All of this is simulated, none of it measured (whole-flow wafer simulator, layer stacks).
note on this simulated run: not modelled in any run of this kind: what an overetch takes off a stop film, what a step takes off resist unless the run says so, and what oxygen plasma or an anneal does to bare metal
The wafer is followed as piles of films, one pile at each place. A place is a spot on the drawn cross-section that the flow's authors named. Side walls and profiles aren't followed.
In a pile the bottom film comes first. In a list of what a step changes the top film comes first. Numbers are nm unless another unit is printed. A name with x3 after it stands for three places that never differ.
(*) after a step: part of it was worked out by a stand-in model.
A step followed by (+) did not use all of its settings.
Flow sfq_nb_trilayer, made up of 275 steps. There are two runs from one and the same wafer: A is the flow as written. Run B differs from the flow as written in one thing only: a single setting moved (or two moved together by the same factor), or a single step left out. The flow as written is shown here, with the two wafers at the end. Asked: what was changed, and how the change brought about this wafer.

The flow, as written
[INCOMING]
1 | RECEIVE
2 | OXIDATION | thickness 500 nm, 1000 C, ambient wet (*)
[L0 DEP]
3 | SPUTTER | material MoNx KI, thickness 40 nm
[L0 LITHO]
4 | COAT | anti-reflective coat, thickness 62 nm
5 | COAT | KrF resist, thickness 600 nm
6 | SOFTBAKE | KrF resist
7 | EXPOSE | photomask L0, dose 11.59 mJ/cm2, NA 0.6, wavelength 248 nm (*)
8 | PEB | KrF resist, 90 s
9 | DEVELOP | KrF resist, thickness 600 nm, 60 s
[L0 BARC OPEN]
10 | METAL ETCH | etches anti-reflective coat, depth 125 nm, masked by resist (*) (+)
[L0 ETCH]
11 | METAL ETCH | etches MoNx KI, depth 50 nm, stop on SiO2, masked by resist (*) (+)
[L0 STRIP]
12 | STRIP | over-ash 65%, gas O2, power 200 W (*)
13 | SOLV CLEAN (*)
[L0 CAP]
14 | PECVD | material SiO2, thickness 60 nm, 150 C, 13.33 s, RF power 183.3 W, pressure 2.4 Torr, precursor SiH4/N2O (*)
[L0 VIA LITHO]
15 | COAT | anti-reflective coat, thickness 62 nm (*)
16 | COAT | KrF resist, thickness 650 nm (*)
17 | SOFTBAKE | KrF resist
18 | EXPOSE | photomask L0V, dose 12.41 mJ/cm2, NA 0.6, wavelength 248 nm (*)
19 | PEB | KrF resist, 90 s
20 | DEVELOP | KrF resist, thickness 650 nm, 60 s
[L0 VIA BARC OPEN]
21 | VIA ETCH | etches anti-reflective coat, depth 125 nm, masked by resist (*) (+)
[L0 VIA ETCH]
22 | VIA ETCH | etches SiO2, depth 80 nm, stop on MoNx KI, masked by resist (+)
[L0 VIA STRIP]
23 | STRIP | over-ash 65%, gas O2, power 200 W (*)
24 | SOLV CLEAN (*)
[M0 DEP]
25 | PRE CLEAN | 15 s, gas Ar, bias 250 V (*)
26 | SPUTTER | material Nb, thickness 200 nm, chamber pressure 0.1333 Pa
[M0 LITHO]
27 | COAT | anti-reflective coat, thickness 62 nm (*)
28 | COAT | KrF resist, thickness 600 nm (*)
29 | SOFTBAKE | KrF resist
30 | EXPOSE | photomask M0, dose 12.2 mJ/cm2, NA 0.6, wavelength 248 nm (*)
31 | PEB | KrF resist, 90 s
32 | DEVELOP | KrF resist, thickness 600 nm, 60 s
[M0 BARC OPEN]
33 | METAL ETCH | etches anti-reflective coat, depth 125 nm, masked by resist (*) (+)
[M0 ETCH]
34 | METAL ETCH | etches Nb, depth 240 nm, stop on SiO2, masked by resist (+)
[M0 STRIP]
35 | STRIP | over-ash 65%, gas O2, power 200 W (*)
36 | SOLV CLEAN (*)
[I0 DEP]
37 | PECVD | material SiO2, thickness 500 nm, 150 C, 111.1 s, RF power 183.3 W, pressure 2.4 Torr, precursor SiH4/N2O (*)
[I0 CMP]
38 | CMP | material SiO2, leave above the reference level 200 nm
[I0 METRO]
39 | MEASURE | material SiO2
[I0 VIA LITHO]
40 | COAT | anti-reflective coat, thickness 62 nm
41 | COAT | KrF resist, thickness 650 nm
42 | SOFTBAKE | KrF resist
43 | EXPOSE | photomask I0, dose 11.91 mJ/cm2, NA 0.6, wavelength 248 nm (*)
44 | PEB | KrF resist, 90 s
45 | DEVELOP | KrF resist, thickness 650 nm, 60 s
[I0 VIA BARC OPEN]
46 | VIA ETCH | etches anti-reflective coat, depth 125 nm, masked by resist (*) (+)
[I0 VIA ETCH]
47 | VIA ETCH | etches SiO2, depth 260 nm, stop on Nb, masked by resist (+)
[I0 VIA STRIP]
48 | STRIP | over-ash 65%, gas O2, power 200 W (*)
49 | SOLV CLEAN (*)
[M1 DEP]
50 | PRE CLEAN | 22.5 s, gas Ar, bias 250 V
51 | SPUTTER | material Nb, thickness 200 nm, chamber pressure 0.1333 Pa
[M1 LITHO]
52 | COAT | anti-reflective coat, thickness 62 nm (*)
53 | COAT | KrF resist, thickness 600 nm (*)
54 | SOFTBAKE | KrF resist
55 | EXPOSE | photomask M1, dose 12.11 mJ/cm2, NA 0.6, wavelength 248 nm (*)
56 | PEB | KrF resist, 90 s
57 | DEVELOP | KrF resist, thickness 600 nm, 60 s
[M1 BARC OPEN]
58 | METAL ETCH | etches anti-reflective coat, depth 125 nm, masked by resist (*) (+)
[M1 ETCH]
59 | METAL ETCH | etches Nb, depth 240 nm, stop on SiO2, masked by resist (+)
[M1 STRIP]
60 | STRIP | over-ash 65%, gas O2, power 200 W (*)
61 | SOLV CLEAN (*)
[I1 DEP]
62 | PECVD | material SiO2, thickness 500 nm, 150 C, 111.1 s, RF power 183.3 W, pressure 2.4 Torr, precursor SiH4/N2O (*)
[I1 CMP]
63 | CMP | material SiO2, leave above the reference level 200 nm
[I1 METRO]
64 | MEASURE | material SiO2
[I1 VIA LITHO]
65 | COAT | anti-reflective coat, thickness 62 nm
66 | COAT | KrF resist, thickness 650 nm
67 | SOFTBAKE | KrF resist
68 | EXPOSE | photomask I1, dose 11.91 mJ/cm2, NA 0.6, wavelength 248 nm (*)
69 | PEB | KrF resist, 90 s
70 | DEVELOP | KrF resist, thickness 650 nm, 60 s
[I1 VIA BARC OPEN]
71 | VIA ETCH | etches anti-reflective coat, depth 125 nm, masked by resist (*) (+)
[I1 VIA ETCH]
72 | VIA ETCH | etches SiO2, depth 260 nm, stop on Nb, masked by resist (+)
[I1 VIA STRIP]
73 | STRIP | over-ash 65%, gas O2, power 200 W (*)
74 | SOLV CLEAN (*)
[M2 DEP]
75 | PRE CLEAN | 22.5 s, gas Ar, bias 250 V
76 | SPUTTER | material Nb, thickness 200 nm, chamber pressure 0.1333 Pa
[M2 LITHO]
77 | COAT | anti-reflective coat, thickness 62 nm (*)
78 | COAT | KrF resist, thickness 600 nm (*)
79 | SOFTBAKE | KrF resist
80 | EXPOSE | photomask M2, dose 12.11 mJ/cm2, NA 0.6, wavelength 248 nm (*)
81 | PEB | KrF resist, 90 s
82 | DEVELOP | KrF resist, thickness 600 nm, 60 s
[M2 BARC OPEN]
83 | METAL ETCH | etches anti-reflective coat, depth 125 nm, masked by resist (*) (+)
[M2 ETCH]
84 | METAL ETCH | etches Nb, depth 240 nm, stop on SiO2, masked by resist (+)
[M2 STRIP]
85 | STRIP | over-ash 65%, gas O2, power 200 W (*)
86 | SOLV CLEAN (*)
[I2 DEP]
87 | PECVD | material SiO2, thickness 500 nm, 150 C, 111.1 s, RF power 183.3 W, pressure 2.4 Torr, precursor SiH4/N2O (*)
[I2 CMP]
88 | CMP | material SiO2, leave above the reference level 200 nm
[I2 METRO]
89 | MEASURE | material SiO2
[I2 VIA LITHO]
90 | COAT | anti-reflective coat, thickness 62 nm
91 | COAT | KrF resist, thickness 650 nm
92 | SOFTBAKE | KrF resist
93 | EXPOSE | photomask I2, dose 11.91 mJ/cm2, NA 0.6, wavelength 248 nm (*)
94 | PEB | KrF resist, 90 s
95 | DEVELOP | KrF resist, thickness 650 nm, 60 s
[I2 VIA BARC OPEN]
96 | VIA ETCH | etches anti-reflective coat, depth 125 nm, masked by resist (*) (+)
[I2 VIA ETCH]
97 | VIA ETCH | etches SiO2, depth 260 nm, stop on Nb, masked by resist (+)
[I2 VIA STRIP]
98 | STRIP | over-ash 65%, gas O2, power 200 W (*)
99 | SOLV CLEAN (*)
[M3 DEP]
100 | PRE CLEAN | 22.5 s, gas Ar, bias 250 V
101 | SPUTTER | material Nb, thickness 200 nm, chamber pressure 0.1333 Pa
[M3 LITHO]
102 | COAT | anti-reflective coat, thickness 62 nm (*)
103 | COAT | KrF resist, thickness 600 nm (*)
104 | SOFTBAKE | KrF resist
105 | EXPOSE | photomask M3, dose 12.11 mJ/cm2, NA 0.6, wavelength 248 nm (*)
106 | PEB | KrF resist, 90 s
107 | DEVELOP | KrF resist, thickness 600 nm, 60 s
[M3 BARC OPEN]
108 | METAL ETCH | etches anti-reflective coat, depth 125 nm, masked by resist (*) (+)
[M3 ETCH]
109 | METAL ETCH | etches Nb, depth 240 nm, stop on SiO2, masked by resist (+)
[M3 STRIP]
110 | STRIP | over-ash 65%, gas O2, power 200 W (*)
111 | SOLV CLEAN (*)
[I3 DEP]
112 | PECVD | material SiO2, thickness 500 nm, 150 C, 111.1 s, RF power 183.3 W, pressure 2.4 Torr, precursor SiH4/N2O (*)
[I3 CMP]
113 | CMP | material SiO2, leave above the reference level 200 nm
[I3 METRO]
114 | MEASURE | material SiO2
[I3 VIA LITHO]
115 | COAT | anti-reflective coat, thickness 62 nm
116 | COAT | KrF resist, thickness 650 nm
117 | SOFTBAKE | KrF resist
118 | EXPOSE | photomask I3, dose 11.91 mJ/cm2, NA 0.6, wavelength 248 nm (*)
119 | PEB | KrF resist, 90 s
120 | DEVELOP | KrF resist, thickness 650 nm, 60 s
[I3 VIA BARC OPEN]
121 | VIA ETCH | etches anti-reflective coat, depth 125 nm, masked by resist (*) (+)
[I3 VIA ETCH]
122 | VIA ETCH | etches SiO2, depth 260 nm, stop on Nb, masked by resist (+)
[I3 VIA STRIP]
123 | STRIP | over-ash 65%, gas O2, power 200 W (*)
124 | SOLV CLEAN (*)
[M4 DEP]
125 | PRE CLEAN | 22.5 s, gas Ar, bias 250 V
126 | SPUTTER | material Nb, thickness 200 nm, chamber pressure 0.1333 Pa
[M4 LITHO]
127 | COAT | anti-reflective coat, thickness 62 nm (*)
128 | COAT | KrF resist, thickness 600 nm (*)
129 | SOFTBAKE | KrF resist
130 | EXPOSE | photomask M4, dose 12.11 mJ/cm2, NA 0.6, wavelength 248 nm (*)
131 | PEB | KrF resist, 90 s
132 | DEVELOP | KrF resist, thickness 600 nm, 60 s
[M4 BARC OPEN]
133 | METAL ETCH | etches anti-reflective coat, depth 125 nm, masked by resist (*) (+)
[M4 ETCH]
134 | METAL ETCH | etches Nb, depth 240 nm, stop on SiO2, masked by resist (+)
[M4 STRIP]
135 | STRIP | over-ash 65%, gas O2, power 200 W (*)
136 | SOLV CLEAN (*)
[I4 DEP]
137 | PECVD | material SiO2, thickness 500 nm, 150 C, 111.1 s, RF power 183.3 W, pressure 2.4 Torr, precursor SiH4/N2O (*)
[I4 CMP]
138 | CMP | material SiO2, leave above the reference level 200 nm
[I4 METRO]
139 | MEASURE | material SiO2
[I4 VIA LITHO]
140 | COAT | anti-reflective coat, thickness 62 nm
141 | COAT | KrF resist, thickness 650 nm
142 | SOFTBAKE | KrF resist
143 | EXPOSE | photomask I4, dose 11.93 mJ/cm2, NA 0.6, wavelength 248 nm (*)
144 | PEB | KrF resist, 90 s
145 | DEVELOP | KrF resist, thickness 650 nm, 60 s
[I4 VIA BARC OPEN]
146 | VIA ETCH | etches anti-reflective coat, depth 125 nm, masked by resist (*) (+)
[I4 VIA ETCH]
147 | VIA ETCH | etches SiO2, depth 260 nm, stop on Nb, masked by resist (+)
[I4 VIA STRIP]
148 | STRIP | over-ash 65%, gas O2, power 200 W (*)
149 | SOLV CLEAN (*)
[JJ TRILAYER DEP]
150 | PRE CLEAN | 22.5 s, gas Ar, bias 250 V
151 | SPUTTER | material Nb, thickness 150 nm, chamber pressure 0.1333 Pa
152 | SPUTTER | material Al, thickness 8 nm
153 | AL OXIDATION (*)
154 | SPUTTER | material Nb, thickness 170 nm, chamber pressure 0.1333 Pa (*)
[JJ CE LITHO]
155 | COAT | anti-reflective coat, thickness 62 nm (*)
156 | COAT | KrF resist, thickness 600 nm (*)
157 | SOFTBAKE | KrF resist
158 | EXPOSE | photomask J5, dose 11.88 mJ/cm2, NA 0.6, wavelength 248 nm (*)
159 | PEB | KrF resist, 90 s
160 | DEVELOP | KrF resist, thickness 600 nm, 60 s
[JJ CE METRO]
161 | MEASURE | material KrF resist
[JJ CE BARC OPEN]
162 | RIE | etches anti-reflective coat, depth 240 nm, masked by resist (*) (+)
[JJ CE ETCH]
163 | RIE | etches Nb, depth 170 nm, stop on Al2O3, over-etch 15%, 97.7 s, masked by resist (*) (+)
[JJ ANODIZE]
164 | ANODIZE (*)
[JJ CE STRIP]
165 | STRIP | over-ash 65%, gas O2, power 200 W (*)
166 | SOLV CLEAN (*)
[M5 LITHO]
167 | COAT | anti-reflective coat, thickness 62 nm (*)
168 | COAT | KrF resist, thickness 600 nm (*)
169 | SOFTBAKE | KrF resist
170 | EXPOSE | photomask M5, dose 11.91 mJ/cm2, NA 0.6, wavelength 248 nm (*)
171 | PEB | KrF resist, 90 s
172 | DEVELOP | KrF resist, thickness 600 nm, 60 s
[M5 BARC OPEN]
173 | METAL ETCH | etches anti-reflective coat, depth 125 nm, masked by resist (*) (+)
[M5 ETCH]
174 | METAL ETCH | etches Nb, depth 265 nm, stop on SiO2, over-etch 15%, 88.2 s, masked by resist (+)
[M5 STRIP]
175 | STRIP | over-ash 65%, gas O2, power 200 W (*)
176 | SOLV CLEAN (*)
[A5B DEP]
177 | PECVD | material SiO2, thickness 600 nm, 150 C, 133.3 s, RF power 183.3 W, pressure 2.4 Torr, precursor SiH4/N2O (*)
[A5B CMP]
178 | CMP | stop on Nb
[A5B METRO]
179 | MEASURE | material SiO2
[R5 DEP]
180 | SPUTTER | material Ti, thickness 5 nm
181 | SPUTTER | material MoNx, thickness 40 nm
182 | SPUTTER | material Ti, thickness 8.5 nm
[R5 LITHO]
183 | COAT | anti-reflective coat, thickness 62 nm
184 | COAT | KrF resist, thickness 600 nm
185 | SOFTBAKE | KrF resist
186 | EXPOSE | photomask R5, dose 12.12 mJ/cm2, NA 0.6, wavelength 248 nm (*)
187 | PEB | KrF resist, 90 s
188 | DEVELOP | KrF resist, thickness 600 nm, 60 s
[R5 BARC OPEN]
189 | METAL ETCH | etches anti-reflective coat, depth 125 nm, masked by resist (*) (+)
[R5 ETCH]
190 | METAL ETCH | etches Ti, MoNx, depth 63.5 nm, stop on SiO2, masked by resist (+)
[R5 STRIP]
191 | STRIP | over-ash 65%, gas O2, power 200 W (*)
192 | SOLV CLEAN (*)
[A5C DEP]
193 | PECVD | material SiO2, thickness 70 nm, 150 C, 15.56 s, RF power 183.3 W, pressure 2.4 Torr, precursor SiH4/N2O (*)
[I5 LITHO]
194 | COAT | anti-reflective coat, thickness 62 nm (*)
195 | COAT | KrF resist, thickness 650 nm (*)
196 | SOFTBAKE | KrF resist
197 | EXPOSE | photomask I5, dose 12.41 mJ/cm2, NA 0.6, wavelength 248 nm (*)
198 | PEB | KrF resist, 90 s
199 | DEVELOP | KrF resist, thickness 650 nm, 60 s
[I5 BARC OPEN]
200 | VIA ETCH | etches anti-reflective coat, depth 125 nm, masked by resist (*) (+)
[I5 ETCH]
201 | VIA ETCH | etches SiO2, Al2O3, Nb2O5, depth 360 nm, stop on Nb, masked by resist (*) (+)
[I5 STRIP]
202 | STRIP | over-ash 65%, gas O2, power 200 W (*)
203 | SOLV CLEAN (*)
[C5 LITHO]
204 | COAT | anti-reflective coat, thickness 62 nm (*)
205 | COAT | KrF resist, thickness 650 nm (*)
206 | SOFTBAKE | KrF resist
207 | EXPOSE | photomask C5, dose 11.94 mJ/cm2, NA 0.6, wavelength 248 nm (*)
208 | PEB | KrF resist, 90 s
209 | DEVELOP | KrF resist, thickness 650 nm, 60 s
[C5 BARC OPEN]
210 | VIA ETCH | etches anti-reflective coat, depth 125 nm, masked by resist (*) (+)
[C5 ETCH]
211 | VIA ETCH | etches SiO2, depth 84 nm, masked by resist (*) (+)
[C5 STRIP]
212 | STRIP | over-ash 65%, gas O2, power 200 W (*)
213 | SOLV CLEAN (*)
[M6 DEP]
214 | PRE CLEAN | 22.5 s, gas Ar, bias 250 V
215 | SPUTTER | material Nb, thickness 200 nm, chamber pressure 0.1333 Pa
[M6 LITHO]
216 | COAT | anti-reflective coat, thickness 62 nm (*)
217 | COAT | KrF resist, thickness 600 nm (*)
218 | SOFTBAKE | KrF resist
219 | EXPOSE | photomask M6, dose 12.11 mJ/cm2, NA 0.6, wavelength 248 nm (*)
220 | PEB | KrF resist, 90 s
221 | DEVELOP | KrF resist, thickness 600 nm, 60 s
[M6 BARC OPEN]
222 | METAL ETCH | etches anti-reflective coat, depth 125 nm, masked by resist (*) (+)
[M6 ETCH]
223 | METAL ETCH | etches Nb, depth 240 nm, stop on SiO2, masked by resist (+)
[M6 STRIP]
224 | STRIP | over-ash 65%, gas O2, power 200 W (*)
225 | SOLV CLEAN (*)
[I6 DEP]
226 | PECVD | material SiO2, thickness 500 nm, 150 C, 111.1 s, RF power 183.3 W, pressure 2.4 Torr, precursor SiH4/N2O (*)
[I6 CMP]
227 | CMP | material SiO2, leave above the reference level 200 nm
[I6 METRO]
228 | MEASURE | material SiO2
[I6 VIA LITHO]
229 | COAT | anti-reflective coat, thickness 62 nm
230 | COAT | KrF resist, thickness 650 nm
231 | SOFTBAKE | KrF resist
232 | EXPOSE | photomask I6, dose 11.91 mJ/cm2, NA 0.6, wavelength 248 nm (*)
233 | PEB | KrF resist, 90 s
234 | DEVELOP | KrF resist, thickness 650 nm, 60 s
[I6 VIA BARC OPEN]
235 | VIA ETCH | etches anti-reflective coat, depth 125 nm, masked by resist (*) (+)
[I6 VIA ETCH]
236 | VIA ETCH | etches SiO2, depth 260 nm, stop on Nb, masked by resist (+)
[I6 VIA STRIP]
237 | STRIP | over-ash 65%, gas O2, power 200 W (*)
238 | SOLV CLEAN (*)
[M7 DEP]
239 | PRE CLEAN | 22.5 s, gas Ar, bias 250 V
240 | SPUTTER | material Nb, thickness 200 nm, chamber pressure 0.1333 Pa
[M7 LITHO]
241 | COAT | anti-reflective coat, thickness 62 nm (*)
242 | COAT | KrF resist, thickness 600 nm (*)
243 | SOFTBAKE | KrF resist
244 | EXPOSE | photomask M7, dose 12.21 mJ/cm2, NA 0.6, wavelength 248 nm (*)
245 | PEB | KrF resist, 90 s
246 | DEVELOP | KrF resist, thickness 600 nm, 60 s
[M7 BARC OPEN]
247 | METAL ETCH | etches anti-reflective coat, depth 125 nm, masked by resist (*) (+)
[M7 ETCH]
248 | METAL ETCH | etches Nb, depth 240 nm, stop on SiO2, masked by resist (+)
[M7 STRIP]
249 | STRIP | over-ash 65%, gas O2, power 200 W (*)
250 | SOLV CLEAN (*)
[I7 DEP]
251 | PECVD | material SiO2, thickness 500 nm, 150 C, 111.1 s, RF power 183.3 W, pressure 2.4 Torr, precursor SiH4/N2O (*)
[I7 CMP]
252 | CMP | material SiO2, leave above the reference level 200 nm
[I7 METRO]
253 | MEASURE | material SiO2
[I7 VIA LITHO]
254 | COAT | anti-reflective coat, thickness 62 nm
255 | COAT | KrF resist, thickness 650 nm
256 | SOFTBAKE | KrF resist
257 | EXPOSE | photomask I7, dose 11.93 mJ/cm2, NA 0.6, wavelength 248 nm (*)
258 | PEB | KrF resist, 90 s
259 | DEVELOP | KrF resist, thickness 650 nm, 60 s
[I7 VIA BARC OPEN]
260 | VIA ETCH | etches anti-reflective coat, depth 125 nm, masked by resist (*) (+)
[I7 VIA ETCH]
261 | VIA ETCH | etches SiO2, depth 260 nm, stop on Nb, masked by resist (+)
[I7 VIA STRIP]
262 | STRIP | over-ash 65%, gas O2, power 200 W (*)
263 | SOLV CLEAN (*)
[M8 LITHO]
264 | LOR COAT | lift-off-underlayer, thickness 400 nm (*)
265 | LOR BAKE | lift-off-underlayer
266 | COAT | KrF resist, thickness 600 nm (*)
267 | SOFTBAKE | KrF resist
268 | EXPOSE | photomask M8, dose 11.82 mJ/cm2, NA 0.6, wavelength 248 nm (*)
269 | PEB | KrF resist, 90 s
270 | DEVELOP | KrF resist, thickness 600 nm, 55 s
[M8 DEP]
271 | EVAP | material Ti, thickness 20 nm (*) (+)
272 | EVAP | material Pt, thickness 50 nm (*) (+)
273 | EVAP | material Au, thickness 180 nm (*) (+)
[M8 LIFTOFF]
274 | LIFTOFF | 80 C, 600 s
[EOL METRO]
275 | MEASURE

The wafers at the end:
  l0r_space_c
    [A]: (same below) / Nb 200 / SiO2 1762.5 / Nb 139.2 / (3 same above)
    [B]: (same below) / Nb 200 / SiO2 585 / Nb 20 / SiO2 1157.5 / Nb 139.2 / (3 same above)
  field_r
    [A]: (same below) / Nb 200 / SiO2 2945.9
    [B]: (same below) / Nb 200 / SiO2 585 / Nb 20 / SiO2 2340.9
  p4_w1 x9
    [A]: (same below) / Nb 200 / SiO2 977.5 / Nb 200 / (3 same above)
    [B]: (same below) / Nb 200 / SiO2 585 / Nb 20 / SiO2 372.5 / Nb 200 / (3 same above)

The reason: step 84, METAL ETCH: depth 180 nm was run, while the flow as written has depth 240 nm.

How this came from the change, step by step:
  84 | METAL ETCH | etches Nb, depth 240 nm, stop on SiO2, masked by resist (+)
      field_l, be, be_sur and 81 more: A Nb loses 200 (all of it) | B Nb loses 180
      v_sur, via_wl, via_w and 19 more: A KrF resist loses 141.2 | B KrF resist loses 105.9
  85 | STRIP | over-ash 65%, gas O2, power 200 W (*)
      wl_j_sl, wl_jj, wl_j_sr and 12 more: A KrF resist loses 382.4 (all of it), anti-reflective coat loses 62 (all of it) | B KrF resist loses 417.7 (all of it), anti-reflective coat loses 62 (all of it)
      v_sur: A KrF resist loses 380 (all of it), anti-reflective coat loses 61.4 (all of it) | B KrF resist loses 415.3 (all of it), anti-reflective coat loses 61.4 (all of it)
      (as well as at 6 more places)
  87 | PECVD | material SiO2, thickness 500 nm, 150 C, 111.1 s, RF power 183.3 W, pressure 2.4 Torr, precursor SiH4/N2O (*)
      field_l, be, be_sur and 81 more: A SiO2 gains 500 | B SiO2 gains 500 (new film)
  88 | CMP | material SiO2, leave above the reference level 200 nm
      field_l, be, be_sur and 81 more: A SiO2 loses 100 | B SiO2 loses 120
With metal films that touch counted as one body, l0r_space_c has 3 bodies (between them, from the top down: SiO2 1157.5; SiO2 585); the flow as written gives 2 bodies (between them, from the top down: SiO2 1762.5).
With metal films that touch counted as one body, field_r has 2 bodies (between them, from the top down: SiO2 585); the flow as written gives 1 body.
With metal films that touch counted as one body, p4_w1 x9 has 4 bodies (between them, from the top down: SiO2 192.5; SiO2 372.5; SiO2 585); the flow as written gives 3 bodies (between them, from the top down: SiO2 192.5; SiO2 977.5).
